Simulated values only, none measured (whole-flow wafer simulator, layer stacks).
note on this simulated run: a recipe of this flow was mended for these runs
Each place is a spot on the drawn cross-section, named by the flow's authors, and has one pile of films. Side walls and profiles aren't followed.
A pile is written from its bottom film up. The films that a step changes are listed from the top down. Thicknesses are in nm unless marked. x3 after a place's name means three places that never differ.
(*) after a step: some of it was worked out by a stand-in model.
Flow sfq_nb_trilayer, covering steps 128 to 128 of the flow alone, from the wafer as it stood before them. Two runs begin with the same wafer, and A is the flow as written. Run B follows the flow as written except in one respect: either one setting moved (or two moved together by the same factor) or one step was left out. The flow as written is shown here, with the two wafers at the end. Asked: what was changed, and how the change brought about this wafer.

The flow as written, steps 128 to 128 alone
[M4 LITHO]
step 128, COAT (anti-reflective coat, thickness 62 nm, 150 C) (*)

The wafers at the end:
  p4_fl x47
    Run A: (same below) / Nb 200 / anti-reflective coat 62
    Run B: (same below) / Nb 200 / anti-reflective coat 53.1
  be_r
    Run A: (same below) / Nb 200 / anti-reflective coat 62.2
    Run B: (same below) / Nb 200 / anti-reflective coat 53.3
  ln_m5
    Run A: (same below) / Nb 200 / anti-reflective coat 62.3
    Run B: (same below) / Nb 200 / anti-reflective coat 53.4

Cause: step 128, COAT: thickness 53.1 nm was run, though the flow has thickness 62 nm.
One can read it off the wafer: p4_fl x47 has anti-reflective coat 53.1, and step 128 as written asks for 62 nm.

Step by step, how the change led to this:
  step 128, COAT (anti-reflective coat, thickness 62 nm, 150 C) (*)
      p4_fl x47, p4_w1 x9, wl_j_sl x15, wl_d_m1, l0r_line_l x3, m0r_space_l x2: A anti-reflective coat gains 62 (new film) | B anti-reflective coat gains 53.1 (new film)
      be_r, r_sur, res, r_end, moat, field_r: A anti-reflective coat gains 62.2 (new film) | B anti-reflective coat gains 53.3 (new film)
      (and at 23 other places as well)
